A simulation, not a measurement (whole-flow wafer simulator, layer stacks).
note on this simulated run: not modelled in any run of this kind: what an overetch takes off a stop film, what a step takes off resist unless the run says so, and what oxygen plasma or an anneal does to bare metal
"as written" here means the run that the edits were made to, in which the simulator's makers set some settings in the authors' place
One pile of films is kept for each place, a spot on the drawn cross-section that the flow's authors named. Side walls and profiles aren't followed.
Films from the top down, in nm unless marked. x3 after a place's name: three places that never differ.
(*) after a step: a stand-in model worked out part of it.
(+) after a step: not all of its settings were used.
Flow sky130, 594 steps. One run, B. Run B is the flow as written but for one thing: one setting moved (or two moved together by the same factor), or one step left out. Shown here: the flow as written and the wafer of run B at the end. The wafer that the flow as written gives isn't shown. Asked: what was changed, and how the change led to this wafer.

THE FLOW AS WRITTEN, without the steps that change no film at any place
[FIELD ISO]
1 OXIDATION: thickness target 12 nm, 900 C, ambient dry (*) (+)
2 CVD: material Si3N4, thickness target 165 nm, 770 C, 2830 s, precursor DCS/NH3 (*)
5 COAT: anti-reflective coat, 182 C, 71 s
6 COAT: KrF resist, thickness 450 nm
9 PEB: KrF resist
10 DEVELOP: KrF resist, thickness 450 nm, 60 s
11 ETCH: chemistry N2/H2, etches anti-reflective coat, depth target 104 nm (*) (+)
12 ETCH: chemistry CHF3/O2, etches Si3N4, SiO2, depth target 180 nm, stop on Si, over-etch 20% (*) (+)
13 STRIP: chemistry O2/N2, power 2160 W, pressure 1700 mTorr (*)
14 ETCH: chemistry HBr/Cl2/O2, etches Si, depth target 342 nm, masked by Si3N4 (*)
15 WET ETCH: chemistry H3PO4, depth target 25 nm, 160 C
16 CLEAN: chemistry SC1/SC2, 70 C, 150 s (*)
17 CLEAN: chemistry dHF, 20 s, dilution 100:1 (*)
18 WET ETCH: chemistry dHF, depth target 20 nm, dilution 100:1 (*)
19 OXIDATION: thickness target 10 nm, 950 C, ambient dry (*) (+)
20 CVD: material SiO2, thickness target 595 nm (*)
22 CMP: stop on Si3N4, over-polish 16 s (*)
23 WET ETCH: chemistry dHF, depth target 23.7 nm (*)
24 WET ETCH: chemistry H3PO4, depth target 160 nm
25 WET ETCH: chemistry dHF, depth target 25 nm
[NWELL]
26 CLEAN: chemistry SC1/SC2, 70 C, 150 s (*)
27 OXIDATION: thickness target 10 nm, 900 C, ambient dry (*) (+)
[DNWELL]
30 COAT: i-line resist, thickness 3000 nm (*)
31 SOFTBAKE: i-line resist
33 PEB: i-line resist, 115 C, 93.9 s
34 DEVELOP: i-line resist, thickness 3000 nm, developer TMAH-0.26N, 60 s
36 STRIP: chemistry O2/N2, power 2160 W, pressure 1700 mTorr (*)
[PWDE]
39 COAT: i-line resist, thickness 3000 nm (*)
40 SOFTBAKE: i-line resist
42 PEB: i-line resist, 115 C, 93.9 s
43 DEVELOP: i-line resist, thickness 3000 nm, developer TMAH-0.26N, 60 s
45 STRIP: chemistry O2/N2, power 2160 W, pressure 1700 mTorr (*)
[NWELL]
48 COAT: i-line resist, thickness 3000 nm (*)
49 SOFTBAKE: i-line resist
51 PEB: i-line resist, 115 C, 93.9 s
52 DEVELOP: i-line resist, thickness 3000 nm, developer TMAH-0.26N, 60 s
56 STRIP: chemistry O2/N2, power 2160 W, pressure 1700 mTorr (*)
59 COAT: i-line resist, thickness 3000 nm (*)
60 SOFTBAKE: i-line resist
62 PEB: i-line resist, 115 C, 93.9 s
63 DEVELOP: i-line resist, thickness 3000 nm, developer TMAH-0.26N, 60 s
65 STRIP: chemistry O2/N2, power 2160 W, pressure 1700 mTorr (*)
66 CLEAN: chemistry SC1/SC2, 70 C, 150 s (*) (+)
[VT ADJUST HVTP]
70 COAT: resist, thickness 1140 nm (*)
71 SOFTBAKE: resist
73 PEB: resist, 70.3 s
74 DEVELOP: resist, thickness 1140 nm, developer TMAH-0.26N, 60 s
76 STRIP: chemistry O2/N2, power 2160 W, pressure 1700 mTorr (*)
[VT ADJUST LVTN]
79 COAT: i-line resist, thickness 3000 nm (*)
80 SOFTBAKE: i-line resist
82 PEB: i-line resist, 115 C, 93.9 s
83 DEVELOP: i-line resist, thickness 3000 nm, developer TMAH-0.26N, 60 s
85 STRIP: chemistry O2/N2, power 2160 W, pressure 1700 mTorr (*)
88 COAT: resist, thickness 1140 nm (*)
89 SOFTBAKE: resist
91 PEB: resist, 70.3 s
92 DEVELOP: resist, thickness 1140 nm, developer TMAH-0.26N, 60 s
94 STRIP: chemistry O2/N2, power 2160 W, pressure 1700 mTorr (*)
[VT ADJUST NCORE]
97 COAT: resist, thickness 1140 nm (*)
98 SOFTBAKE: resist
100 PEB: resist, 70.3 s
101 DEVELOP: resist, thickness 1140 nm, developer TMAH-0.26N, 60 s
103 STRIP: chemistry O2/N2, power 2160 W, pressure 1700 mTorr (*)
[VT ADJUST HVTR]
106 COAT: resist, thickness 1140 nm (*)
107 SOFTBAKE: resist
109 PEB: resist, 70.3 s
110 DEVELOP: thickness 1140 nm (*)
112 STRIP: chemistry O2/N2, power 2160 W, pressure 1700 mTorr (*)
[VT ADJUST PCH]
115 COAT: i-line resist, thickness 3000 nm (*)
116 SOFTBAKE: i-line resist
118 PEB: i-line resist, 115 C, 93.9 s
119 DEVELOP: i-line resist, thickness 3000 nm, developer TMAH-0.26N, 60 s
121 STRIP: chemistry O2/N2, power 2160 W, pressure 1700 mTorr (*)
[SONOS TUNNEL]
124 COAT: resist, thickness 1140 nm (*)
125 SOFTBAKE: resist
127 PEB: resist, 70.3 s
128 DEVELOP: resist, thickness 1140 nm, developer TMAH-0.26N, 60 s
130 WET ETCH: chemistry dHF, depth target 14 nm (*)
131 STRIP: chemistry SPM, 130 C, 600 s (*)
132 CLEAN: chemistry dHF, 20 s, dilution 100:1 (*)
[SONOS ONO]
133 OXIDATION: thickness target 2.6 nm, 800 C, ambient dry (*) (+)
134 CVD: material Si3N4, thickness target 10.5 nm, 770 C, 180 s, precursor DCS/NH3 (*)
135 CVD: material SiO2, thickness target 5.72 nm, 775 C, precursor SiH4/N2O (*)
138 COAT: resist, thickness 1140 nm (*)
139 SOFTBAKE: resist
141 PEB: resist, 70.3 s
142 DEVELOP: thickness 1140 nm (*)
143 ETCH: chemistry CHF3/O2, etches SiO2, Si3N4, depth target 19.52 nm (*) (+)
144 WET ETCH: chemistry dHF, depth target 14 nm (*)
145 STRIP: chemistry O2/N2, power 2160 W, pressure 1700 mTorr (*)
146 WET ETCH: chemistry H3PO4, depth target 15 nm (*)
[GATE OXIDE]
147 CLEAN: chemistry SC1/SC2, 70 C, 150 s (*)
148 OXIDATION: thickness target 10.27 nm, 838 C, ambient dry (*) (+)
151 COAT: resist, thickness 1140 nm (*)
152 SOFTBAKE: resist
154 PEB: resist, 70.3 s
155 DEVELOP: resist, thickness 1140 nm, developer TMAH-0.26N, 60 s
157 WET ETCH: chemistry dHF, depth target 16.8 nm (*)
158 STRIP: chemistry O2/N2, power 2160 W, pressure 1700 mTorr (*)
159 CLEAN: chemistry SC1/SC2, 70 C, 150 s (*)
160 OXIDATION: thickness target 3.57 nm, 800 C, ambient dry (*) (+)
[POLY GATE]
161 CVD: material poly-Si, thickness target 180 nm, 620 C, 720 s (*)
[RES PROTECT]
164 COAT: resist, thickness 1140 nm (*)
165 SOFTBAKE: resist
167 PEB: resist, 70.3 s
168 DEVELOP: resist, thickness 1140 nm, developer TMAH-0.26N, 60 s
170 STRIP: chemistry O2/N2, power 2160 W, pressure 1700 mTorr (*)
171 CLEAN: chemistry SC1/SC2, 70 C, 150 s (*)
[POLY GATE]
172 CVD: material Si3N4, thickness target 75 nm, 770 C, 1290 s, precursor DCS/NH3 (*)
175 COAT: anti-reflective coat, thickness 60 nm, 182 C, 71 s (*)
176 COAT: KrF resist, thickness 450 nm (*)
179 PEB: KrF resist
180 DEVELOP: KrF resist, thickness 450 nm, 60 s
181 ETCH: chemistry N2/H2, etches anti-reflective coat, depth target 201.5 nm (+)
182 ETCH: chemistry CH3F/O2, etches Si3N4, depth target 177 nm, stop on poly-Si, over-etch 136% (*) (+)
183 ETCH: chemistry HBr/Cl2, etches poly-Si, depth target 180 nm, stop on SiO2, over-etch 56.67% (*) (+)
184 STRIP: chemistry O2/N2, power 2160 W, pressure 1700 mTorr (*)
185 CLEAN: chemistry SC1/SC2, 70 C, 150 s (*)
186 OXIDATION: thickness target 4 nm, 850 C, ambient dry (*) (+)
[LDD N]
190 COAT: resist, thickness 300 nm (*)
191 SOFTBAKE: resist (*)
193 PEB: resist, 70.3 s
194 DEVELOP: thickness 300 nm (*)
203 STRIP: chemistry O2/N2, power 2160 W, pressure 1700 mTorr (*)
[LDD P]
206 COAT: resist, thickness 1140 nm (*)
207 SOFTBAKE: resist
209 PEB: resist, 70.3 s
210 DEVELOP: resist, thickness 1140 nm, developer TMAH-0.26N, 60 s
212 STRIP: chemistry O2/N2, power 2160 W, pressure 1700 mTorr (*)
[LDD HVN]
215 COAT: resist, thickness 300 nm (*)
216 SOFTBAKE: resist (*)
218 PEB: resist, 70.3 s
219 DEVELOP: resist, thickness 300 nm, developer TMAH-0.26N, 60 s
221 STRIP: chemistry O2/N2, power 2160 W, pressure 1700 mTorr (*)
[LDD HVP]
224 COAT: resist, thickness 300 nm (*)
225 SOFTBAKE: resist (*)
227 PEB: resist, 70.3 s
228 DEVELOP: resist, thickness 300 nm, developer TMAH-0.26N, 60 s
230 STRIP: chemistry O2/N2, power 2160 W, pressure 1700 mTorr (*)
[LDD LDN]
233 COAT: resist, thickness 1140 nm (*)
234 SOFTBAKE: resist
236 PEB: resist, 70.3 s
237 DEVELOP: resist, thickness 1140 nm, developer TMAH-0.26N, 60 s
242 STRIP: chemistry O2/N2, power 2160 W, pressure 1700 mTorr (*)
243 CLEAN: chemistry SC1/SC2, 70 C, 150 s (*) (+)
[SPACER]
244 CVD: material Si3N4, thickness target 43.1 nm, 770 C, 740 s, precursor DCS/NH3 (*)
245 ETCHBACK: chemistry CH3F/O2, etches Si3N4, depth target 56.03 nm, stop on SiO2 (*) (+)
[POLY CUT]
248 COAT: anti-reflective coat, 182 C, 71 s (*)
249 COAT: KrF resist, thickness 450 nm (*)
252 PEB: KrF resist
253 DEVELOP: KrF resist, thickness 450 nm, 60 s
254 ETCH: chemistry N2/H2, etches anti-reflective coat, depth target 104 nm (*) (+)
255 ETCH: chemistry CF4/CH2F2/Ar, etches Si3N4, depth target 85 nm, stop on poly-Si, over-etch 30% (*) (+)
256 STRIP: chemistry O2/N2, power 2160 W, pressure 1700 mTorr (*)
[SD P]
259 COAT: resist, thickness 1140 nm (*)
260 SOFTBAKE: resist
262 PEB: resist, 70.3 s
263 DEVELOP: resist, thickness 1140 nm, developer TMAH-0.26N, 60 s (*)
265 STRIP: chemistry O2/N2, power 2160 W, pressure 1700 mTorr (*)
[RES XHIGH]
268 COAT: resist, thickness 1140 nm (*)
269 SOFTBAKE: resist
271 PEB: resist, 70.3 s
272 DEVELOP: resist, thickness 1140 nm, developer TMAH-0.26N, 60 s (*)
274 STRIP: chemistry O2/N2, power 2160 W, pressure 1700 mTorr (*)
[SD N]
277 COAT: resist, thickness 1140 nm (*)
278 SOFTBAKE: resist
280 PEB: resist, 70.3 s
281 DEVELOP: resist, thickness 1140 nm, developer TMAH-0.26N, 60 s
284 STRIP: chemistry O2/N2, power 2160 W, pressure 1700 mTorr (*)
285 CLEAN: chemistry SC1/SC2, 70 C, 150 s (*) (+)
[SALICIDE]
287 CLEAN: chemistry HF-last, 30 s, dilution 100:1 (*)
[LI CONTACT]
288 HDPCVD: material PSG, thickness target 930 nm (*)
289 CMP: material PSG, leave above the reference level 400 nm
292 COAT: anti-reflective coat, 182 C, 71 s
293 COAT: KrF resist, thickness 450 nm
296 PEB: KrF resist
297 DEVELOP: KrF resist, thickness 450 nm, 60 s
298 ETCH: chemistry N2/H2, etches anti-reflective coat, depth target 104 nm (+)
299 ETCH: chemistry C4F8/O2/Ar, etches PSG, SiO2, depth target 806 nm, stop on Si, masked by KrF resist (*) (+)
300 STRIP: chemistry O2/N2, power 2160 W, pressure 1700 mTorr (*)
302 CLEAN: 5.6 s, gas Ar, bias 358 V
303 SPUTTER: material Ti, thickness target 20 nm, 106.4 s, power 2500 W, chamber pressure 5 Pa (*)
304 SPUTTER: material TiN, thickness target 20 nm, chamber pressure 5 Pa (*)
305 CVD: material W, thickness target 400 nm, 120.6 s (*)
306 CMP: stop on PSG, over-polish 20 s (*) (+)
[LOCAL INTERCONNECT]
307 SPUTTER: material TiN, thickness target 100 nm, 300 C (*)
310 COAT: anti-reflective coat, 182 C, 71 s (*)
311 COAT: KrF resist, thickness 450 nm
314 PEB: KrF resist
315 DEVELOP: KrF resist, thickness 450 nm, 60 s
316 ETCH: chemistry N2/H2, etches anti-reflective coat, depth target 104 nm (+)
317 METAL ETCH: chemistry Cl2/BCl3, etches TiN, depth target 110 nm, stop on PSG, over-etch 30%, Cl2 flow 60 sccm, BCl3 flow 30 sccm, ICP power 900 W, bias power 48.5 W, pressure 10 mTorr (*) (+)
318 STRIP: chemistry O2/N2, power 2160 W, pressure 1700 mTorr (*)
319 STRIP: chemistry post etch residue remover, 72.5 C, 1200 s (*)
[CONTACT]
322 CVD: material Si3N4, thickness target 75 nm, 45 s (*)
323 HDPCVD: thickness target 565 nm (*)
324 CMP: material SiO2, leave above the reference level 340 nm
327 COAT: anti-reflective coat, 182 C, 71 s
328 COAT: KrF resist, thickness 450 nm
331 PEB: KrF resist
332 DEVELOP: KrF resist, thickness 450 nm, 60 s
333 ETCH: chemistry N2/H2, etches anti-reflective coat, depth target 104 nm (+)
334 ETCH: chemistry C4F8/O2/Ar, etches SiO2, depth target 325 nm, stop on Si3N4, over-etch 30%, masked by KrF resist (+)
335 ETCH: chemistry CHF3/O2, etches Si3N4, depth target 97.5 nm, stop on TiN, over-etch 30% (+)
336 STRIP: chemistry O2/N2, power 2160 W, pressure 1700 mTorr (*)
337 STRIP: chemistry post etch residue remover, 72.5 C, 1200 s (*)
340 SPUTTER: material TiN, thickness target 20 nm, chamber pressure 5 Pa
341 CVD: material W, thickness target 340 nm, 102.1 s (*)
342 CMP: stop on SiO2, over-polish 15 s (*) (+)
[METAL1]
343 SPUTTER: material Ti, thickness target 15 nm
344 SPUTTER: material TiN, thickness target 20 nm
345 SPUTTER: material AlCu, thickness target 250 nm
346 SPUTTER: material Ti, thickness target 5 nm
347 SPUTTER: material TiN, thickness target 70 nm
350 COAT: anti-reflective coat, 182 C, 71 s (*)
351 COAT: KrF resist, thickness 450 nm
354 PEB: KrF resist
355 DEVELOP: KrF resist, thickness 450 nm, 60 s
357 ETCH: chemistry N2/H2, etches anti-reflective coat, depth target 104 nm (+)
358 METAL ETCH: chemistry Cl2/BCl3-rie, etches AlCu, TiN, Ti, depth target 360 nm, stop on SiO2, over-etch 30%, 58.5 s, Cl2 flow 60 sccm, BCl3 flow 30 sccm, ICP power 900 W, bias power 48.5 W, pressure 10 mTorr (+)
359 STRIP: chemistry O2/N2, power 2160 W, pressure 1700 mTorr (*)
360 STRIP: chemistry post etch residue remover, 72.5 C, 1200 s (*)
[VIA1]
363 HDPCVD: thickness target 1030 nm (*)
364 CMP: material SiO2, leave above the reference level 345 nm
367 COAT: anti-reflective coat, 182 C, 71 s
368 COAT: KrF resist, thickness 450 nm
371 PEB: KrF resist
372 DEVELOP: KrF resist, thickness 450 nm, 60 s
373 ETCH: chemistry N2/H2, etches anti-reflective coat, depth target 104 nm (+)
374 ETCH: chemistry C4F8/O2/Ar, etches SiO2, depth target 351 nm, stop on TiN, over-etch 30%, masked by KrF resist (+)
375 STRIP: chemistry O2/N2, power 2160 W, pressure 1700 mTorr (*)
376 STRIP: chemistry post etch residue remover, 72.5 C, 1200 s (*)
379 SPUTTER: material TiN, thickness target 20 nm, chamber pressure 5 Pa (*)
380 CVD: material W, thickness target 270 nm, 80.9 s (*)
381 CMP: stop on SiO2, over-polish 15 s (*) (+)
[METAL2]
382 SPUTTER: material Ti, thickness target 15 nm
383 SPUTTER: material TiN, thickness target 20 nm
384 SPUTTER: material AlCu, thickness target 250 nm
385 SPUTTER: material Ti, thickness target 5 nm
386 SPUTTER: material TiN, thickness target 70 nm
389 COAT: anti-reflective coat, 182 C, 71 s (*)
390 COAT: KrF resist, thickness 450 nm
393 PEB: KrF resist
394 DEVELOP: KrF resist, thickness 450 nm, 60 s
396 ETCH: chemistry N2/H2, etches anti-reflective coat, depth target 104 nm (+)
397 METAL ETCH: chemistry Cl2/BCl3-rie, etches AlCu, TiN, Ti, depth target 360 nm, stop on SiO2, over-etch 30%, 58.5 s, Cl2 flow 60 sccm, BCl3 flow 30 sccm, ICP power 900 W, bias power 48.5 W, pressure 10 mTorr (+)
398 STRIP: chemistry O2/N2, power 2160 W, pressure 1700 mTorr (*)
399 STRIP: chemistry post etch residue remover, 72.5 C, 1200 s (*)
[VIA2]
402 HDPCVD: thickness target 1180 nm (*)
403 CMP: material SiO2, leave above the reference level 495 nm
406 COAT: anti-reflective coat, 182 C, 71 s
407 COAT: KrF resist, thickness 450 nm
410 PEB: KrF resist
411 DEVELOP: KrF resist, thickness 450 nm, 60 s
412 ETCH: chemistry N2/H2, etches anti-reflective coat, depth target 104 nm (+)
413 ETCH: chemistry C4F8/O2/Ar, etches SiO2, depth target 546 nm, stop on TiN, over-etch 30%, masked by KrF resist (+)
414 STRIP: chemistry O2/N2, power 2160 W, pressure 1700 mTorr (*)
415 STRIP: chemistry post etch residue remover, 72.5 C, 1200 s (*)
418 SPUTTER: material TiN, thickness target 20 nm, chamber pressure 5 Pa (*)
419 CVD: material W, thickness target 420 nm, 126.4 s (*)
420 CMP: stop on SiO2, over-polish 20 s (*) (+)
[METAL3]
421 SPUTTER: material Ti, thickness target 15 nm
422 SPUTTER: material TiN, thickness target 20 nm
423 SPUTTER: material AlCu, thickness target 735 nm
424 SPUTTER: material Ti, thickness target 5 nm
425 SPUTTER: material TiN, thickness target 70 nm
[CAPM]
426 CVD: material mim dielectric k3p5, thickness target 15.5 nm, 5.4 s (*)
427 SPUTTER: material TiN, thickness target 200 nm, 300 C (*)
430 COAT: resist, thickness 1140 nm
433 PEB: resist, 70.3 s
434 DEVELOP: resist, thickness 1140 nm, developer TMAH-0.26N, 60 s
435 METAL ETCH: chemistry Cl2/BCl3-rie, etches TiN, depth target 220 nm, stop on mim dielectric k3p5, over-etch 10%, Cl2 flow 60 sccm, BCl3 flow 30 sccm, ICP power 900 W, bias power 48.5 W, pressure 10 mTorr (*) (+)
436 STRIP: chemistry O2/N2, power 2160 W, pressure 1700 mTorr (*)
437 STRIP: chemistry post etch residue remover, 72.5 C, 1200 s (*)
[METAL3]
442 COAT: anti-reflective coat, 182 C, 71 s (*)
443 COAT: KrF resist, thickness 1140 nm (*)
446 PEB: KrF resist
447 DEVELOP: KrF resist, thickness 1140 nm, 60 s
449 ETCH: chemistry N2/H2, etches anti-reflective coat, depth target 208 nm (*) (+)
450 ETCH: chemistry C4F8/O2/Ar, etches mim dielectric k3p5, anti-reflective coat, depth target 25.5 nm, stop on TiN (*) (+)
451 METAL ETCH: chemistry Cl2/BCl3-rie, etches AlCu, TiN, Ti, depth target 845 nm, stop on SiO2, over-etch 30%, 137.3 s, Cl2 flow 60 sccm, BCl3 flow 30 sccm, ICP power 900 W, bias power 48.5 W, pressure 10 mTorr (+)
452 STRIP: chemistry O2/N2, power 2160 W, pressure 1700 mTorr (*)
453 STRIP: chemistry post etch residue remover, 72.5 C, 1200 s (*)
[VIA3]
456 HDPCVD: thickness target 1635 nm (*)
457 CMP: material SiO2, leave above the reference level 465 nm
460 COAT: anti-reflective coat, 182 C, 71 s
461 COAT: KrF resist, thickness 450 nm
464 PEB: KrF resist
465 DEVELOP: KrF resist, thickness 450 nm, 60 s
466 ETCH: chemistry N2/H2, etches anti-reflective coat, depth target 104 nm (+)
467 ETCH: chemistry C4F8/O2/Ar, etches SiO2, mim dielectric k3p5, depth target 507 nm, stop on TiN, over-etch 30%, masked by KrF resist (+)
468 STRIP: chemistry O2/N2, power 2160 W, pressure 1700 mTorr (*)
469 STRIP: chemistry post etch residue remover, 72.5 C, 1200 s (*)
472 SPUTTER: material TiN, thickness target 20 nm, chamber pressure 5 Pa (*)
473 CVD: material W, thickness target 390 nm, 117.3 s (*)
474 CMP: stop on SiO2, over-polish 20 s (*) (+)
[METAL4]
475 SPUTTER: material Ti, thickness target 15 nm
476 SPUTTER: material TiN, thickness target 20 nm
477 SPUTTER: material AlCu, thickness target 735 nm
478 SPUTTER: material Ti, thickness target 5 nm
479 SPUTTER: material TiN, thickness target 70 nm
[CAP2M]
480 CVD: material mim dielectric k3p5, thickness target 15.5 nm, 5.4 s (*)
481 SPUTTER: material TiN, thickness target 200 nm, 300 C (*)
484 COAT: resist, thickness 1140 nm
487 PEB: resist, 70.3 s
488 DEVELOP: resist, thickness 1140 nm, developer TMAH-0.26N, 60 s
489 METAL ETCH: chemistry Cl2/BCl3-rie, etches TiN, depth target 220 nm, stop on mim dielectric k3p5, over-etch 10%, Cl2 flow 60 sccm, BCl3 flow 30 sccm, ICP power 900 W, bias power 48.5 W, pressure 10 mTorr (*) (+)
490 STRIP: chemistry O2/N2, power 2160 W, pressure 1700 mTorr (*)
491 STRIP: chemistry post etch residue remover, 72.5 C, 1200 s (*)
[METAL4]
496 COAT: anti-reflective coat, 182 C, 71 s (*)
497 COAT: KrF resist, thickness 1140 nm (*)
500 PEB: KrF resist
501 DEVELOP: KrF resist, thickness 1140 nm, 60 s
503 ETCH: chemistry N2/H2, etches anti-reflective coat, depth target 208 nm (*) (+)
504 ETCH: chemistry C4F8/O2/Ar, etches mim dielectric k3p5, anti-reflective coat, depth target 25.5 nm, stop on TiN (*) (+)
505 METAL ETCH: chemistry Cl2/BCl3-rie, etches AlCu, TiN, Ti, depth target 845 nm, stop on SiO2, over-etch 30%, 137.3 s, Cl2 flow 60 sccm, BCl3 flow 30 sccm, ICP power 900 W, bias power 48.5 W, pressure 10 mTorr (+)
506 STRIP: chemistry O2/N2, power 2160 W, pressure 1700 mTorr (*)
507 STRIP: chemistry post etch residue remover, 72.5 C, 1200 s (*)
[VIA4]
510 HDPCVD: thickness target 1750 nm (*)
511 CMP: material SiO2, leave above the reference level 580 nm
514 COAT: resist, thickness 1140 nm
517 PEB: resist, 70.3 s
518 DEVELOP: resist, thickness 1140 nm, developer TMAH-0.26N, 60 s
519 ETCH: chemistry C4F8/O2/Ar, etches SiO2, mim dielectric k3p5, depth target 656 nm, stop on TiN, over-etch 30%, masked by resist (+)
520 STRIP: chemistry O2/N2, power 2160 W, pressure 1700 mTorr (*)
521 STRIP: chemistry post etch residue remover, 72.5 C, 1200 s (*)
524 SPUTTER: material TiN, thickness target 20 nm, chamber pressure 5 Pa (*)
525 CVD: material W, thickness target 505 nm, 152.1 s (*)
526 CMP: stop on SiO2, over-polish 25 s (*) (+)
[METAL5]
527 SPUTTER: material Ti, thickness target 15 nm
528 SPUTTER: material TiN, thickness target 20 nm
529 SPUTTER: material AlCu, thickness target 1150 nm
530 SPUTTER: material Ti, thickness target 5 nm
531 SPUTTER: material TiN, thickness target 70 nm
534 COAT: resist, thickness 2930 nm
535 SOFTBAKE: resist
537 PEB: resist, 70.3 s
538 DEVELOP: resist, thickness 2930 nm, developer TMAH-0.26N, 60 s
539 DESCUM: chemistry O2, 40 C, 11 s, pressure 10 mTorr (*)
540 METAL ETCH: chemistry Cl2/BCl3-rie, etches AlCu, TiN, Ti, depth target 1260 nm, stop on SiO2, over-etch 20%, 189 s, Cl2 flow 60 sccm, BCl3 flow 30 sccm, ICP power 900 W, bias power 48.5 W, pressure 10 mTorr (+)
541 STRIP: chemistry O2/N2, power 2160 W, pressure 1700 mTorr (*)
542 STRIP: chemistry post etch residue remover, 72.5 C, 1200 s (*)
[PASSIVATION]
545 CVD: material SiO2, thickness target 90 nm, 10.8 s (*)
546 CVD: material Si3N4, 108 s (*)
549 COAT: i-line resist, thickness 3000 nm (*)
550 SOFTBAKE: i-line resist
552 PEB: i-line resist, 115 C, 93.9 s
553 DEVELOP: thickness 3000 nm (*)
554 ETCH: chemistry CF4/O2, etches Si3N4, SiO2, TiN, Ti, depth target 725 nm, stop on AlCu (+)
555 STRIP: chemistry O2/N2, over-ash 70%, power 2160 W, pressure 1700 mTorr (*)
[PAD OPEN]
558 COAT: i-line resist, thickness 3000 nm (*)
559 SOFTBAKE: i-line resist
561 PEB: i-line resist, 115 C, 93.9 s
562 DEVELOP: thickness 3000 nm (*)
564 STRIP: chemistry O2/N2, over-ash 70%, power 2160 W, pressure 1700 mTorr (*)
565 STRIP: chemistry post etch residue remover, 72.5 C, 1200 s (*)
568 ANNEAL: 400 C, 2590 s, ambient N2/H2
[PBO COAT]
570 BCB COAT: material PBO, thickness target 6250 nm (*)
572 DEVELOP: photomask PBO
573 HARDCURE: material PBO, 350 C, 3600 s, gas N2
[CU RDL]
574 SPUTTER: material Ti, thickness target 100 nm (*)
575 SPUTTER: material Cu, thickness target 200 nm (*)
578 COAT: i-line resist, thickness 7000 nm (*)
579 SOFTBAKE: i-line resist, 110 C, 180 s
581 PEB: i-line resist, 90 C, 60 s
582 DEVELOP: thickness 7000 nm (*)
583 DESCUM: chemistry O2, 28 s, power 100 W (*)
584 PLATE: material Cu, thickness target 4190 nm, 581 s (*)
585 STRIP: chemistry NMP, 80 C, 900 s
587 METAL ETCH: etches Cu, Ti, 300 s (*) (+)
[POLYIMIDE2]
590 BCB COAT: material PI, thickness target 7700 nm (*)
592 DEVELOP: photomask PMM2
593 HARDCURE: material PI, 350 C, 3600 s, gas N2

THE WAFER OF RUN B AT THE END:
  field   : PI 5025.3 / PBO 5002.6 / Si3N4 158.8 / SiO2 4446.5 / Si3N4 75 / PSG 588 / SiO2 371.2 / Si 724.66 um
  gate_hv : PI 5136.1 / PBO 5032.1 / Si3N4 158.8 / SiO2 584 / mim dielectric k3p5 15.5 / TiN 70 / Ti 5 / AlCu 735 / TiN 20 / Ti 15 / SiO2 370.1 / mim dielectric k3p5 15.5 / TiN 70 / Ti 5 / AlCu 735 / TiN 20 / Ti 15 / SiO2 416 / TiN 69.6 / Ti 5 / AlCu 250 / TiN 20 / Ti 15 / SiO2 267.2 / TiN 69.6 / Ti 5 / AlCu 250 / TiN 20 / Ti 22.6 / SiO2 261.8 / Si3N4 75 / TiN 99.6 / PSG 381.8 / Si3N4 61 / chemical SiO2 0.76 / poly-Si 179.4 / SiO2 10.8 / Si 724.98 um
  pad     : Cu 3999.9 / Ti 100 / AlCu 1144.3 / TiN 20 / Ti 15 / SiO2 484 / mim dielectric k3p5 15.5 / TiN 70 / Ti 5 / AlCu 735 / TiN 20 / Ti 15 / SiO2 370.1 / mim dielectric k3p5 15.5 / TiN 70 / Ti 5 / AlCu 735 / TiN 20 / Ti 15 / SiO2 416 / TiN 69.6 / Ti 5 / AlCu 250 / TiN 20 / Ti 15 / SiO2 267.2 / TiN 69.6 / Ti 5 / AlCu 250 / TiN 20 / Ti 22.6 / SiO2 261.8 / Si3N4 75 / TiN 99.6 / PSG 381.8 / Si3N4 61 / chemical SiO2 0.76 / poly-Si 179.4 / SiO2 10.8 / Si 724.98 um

The cause: step 343, SPUTTER: thickness target 22.6 nm was run, where the flow has thickness target 15 nm.
It can be read off the wafer: gate_hv has Ti 22.6, and step 343 as written asks for 15 nm.

How the change led to this, step by step:
  343 SPUTTER: material Ti, thickness target 15 nm
      field, active, n_well and 188 more: Ti +22.6 (new film) (as written it would be: Ti +15 (new film))
  358 METAL ETCH: chemistry Cl2/BCl3-rie, etches AlCu, TiN, Ti, depth target 360 nm, stop on SiO2, over-etch 30%, 58.5 s, Cl2 flow 60 sccm, BCl3 flow 30 sccm, ICP power 900 W, bias power 48.5 W, pressure 10 mTorr (+)
      field, active, gate and 81 more: TiN -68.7 (all of it), Ti -5 (all of it), AlCu -250 (all of it), TiN -20 (all of it), Ti -22.6 (all of it), SiO2 -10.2 (as written it would be: TiN -68.7 (all of it), Ti -5 (all of it), AlCu -250 (all of it), TiN -20 (all of it), Ti -15 (all of it), SiO2 -10.9)
